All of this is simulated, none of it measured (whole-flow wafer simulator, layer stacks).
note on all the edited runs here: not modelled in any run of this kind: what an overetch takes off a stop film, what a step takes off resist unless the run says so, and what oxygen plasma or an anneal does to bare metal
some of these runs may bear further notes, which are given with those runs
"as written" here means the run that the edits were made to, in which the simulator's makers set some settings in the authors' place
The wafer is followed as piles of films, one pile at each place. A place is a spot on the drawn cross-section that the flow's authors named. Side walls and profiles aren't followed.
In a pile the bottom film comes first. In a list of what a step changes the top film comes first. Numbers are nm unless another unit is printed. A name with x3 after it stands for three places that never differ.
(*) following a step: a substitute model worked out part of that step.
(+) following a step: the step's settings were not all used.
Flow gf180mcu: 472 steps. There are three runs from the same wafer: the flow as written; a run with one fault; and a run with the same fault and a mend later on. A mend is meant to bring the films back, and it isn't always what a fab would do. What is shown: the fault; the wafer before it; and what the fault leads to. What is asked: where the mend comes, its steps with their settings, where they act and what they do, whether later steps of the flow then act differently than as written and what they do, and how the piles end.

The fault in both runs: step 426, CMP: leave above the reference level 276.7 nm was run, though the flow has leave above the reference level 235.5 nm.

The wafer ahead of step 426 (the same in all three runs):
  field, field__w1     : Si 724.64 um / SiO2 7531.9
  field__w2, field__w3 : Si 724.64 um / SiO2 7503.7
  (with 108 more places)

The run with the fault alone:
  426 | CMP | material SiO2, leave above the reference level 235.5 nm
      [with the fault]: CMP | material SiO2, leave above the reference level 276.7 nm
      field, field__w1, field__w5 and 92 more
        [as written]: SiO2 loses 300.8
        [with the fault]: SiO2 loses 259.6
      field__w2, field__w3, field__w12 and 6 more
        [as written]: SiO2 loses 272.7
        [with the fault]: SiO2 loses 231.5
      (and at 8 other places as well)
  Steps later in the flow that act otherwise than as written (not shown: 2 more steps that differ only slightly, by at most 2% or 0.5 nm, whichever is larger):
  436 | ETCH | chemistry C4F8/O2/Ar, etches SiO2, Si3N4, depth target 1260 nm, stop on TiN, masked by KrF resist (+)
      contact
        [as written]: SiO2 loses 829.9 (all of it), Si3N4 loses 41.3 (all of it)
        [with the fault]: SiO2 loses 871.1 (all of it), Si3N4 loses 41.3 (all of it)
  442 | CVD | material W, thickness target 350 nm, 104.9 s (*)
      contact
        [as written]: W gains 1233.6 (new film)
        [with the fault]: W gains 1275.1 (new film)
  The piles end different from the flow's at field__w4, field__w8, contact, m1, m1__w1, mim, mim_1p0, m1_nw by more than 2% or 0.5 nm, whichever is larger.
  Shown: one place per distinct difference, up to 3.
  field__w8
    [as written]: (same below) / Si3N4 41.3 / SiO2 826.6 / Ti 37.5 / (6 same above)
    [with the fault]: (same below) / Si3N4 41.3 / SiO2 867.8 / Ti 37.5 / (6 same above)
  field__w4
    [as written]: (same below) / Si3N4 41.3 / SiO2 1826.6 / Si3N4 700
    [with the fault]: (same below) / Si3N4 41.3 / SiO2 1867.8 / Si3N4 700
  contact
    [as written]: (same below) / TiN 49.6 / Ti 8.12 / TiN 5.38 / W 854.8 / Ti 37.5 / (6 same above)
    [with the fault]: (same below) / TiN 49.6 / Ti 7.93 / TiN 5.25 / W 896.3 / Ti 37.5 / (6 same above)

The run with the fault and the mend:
  After step 434 comes the mend.
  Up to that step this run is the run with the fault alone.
  434a | STRIP | chemistry O2/N2, power 2160 W, pressure 1700 mTorr (*)
      field, field__w1, field__w2 and 108 more
        KrF resist loses 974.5 (all of it), anti-reflective coat loses 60 (all of it)
      contact
        anti-reflective coat loses 60 (all of it)
  434b | CMP | material SiO2, leave above the reference level 235.5 nm (the flow's step 426 again)
      field, field__w1, field__w2 and 109 more
        SiO2 loses 41.2
  434c | HMDS | 120 C, 60 s (the flow's step 428 again)
      does not change any film at any place that is followed
  434d | COAT | anti-reflective coat, thickness 60 nm, 182 C, 71 s (the flow's step 429 again)
      field, field__w1, field__w2 and 109 more
        anti-reflective coat gains 60 (new film)
  434e | COAT | KrF resist, thickness 1000 nm (the flow's step 430 again)
      field, field__w1, field__w2 and 109 more
        KrF resist gains 1000 (new film)
  434f | SOFTBAKE | KrF resist (the flow's step 431 again)
      does not change any film at any place that is followed
  434g | EXPOSE | photomask Via5 (the flow's step 432 again)
      does not change any film at any place that is followed
  434h | PEB | KrF resist, 135 C, 90 s (the flow's step 433 again)
      field, field__w1, field__w2 and 109 more
        KrF resist loses 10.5
  434i | DEVELOP | KrF resist, thickness 1000 nm, 60 s (the flow's step 434 again)
      field, field__w1, field__w2 and 108 more
        KrF resist loses 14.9
      contact
        KrF resist loses 989.5 (all of it)
  Later steps of the flow that are run all act as written at every place that is followed.
  At every place that both follow, the piles at the end match the flow's.
